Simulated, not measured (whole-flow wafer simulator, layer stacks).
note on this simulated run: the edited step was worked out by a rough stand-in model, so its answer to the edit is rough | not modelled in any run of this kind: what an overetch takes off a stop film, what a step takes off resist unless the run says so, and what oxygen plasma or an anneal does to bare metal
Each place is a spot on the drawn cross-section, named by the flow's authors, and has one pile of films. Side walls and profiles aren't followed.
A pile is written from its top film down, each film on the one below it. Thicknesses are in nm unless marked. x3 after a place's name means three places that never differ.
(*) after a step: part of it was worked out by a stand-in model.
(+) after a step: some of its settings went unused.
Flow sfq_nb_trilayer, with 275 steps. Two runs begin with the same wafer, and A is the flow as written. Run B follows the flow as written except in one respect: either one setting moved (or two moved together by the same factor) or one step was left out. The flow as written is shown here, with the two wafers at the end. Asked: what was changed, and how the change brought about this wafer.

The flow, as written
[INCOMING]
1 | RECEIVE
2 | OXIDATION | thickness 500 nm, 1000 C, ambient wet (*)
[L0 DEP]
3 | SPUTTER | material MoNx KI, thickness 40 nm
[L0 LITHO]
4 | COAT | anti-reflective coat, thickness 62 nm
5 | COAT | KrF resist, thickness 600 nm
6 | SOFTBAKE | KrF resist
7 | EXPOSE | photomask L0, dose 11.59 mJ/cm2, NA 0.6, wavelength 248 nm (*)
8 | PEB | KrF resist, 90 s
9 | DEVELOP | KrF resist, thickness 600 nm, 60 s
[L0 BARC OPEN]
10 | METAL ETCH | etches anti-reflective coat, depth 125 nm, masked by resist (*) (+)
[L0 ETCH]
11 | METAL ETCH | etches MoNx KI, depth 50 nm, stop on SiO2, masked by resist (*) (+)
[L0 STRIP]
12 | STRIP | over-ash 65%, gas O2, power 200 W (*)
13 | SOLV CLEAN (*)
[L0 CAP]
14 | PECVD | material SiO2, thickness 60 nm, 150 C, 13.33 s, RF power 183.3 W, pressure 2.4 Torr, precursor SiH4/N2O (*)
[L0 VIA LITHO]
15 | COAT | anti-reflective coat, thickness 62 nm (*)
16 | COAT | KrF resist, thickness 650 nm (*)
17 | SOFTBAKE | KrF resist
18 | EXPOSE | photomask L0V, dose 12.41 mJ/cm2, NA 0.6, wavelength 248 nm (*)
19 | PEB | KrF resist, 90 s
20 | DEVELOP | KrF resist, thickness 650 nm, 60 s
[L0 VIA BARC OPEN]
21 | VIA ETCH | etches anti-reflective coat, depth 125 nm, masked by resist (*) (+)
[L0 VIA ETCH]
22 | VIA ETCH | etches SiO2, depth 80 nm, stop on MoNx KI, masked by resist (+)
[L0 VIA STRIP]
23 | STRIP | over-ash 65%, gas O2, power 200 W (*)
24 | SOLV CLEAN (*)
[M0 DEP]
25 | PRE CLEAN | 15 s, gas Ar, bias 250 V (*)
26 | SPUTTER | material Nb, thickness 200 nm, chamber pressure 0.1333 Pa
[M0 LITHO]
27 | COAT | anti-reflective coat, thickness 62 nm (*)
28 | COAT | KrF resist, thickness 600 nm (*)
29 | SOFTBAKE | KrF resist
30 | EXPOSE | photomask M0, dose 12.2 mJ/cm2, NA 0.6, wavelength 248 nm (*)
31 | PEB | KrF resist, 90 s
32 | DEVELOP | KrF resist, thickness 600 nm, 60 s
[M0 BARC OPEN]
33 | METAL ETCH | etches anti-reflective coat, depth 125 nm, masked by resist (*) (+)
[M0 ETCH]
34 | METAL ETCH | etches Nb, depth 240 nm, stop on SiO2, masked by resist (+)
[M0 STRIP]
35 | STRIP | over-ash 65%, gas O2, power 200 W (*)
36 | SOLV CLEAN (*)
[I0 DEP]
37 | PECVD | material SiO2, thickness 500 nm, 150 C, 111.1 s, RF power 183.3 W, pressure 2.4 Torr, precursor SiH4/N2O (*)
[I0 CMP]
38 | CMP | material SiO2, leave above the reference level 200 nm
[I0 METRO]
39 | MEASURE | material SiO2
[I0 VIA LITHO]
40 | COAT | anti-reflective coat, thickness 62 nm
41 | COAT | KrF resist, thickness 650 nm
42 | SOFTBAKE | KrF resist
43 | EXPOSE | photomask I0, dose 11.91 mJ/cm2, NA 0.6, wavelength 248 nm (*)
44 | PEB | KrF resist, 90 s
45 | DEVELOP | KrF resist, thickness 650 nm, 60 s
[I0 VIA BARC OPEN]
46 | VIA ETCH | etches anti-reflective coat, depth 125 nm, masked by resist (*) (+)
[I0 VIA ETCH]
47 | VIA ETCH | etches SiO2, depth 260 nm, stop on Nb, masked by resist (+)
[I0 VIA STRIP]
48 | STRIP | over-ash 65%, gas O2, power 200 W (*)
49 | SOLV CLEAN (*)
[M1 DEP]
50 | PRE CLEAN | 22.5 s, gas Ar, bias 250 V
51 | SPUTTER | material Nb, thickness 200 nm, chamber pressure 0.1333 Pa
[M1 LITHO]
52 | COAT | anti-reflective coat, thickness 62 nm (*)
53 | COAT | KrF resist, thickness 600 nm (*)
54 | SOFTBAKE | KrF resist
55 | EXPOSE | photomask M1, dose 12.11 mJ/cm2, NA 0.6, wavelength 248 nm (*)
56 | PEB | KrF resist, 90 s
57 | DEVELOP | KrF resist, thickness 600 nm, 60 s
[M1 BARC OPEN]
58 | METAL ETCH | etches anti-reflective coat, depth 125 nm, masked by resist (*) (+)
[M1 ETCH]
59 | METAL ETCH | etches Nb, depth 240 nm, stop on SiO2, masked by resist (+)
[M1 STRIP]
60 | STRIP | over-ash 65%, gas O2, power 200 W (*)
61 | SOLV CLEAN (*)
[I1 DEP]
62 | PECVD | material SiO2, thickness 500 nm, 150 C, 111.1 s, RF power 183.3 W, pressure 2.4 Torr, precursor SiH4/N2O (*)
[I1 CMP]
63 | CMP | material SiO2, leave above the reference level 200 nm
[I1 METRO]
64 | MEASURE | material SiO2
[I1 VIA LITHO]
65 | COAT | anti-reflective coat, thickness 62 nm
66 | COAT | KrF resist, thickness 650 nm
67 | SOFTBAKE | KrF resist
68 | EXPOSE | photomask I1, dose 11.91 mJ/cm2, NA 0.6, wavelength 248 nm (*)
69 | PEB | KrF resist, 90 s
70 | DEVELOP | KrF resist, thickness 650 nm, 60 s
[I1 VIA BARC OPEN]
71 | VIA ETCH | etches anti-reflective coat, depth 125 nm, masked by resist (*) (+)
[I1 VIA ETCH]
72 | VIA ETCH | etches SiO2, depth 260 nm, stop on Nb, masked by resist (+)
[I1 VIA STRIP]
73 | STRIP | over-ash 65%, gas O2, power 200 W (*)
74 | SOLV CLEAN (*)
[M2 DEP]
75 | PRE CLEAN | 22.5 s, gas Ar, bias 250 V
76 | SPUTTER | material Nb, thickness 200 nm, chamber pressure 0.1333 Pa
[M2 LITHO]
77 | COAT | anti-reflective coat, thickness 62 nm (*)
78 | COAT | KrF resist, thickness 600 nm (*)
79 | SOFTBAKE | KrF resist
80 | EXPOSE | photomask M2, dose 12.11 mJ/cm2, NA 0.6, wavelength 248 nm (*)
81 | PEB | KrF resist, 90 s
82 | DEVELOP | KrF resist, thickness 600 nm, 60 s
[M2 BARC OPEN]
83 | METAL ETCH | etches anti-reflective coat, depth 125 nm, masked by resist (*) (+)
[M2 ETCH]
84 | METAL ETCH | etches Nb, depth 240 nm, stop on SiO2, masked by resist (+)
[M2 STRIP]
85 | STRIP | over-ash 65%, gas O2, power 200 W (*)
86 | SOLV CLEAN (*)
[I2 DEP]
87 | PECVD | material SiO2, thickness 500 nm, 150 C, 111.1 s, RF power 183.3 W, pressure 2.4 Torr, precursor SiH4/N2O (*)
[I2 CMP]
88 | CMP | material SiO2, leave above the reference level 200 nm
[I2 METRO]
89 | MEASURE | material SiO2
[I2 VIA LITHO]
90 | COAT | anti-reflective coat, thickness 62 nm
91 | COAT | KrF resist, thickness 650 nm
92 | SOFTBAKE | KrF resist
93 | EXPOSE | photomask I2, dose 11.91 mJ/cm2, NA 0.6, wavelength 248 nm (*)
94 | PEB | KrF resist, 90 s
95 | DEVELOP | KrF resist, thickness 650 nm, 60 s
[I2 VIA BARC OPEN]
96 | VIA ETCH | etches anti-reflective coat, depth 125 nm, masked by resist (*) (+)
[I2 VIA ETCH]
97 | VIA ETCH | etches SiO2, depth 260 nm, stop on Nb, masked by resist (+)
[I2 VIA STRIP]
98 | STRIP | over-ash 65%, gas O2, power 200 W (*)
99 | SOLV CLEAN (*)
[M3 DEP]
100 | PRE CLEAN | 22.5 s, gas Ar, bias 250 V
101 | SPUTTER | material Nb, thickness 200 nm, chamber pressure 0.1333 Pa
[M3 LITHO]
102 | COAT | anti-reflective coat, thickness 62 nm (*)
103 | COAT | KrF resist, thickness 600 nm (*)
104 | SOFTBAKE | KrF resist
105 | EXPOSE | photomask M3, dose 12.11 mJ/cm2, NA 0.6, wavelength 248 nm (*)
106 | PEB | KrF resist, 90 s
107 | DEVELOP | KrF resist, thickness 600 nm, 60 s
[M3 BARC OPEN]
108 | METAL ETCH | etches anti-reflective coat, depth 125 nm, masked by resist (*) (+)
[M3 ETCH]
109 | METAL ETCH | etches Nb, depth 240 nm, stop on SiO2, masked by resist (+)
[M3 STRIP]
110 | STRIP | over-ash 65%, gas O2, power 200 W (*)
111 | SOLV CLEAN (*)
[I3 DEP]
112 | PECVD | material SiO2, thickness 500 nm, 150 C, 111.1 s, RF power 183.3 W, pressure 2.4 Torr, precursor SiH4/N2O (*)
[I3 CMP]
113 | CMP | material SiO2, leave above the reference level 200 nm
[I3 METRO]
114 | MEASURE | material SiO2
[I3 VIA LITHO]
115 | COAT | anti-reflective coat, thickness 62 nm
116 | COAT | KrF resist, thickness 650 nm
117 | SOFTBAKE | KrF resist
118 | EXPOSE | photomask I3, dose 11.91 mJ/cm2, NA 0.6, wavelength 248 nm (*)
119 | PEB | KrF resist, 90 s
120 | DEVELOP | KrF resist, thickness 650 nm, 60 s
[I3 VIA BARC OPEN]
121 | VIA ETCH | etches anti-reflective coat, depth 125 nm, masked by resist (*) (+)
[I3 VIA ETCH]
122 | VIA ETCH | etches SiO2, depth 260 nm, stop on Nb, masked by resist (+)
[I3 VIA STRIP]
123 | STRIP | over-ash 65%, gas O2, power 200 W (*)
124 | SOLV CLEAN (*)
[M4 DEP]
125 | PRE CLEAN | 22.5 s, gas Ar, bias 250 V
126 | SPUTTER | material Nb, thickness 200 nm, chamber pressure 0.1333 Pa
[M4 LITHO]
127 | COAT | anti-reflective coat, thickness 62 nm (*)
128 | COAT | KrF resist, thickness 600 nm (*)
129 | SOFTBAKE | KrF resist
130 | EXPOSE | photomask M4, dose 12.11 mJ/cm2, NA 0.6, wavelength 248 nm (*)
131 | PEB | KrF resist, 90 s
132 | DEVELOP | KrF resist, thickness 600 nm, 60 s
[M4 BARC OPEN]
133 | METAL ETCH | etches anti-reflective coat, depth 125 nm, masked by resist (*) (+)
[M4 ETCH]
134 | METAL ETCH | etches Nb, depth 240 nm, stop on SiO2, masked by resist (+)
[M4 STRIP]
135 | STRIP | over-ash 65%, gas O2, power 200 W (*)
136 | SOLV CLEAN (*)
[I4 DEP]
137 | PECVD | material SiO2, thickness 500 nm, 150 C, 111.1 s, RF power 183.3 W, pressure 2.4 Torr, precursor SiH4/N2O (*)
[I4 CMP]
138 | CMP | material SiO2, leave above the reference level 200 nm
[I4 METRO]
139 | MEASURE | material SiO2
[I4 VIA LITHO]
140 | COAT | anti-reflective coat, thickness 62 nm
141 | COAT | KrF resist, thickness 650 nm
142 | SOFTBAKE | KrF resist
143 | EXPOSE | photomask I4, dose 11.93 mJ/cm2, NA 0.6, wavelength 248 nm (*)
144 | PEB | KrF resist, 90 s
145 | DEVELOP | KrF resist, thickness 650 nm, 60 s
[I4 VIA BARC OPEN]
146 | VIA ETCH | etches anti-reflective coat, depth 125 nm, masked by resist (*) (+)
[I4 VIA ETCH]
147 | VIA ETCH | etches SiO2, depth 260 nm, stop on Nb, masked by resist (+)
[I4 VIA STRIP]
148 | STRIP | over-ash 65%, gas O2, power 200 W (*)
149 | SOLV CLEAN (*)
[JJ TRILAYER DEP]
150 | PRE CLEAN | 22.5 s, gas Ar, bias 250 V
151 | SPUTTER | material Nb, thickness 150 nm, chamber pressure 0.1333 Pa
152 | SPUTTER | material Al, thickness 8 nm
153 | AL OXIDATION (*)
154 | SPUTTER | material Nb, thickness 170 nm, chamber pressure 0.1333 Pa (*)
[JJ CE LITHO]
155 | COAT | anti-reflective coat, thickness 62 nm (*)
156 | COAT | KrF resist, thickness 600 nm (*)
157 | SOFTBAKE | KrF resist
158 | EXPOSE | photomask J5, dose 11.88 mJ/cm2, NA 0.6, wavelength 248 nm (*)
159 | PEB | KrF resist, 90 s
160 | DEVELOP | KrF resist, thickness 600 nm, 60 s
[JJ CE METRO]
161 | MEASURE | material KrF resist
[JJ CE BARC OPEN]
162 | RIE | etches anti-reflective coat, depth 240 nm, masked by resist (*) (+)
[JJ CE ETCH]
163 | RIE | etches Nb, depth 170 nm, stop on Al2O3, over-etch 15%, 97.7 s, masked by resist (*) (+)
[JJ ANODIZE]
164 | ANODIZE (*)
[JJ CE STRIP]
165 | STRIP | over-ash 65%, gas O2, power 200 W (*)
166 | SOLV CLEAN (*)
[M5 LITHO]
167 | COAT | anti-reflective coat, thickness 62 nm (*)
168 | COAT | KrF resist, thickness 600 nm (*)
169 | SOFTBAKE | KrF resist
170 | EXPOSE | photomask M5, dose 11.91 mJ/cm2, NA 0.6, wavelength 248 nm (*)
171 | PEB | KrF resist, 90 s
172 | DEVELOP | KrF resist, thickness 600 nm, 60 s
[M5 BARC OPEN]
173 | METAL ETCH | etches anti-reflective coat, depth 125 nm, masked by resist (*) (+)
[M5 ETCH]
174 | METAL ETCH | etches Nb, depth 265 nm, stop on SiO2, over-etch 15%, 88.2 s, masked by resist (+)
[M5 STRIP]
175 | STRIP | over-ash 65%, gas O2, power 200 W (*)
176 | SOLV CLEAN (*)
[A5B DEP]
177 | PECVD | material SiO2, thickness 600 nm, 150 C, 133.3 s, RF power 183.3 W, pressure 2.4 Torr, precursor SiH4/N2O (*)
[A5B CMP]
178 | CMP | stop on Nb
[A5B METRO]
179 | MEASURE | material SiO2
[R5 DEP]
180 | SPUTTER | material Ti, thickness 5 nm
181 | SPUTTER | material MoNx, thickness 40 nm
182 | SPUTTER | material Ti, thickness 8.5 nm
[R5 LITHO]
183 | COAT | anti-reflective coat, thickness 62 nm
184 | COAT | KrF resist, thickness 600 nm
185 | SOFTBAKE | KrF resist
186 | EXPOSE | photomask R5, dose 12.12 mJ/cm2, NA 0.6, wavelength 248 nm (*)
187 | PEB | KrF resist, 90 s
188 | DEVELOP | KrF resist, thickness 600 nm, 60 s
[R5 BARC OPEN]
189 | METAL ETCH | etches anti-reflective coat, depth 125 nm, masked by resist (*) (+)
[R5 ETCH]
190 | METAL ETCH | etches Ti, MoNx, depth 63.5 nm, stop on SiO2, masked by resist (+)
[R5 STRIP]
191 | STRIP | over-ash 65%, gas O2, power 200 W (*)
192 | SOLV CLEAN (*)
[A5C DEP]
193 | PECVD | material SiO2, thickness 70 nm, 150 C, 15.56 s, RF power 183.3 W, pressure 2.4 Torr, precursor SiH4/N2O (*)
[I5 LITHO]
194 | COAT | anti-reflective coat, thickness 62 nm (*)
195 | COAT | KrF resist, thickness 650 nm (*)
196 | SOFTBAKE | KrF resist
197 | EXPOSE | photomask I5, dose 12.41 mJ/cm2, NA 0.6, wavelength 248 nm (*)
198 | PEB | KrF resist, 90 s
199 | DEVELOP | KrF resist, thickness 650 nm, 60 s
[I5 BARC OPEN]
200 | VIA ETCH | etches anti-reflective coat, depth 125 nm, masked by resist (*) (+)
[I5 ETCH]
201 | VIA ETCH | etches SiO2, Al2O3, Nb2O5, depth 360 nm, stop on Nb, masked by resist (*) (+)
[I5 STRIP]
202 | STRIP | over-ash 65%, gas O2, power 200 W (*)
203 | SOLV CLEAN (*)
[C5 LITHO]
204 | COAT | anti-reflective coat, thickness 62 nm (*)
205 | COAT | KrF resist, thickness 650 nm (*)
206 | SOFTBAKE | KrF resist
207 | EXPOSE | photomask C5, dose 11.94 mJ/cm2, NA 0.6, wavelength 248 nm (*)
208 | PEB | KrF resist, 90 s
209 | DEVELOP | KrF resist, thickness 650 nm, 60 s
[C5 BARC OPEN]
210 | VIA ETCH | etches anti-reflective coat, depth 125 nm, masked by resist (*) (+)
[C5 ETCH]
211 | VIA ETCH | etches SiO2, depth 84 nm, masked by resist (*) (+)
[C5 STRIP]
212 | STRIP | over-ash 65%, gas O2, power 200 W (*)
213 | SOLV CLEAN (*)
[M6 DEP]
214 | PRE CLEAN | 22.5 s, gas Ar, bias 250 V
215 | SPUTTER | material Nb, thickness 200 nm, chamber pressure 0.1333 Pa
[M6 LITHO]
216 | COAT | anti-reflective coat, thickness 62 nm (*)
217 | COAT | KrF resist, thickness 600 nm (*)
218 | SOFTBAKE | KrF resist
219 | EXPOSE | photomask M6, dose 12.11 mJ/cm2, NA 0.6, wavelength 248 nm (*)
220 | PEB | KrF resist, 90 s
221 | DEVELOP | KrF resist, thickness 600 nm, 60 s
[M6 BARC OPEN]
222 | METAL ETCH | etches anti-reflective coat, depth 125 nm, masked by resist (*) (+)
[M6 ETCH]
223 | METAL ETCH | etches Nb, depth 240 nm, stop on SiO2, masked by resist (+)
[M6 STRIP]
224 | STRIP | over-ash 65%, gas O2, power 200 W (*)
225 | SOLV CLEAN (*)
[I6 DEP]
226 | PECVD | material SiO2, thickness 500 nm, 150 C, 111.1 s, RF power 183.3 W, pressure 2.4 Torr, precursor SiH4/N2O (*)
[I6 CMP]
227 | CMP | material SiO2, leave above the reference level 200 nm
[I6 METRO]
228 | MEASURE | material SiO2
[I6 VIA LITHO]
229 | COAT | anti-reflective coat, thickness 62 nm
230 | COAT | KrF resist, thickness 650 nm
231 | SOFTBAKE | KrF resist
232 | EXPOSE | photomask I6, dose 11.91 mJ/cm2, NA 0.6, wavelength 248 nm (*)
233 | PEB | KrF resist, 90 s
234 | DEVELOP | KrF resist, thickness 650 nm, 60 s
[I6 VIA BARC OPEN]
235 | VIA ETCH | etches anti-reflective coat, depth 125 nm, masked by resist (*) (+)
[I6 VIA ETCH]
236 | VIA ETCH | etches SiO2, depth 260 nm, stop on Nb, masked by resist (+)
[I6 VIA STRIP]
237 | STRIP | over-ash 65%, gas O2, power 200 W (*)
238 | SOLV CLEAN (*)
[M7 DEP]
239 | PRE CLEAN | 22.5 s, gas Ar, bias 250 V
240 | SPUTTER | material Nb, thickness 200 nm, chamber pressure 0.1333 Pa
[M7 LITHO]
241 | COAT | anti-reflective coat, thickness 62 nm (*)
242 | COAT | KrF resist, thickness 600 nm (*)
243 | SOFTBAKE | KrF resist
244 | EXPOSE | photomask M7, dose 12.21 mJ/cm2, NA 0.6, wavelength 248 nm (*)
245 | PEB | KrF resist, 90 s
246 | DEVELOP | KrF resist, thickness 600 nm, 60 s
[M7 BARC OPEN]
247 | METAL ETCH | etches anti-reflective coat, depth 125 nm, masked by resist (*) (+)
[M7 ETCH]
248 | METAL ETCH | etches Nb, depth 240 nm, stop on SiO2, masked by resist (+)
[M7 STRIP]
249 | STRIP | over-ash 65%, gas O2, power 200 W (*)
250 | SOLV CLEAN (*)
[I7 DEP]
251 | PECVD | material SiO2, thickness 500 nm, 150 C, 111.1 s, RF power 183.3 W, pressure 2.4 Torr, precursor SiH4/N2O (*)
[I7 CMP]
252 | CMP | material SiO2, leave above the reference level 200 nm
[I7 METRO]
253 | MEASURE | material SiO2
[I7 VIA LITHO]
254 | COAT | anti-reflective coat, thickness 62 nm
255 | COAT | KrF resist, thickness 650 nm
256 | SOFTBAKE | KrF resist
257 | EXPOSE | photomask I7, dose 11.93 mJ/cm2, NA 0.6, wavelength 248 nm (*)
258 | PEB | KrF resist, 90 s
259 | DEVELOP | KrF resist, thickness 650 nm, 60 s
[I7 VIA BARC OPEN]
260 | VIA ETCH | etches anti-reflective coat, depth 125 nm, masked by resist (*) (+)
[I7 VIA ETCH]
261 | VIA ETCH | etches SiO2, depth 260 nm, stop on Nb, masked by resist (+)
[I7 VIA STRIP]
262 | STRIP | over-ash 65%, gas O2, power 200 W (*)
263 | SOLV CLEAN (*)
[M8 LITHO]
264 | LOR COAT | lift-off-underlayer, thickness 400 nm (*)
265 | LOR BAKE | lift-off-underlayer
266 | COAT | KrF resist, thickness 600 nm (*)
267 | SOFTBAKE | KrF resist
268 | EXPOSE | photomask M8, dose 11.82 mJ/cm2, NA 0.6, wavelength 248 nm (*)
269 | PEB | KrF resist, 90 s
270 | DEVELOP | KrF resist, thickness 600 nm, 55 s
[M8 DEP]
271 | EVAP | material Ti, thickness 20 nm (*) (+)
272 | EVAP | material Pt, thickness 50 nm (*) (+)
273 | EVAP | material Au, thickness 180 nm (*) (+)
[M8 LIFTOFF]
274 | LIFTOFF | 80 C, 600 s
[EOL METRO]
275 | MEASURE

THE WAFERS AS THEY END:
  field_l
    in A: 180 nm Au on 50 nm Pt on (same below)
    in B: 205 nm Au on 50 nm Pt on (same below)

What caused this: step 273, EVAP: thickness 205 nm was run, whereas the flow has thickness 180 nm.
The wafer lets one read it off: field_l has Au 205, and step 273 as written asks for 180 nm.

Step by step, how the change led to this:
  273 | EVAP | material Au, thickness 180 nm (*) (+)
      field_l, v_sur, via_wl and 103 more: A Au gains 180 (new film) | B Au gains 205 (new film)
  274 | LIFTOFF | 80 C, 600 s
      p4_fl, p4_fm, p4_w1 and 71 more: A Au loses 180 (all of it), Pt loses 50 (all of it), Ti loses 20 (all of it), KrF resist loses 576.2 (all of it), lift-off-underlayer loses 400 (all of it) | B Au loses 205 (all of it), Pt loses 50 (all of it), Ti loses 20 (all of it), KrF resist loses 576.2 (all of it), lift-off-underlayer loses 400 (all of it)
      c5j, ce_r: A Au loses 180 (all of it), Pt loses 50 (all of it), Ti loses 20 (all of it), KrF resist loses 573.3 (all of it), lift-off-underlayer loses 399.3 (all of it) | B Au loses 205 (all of it), Pt loses 50 (all of it), Ti loses 20 (all of it), KrF resist loses 573.3 (all of it), lift-off-underlayer loses 399.3 (all of it)
      (also at 19 further places)
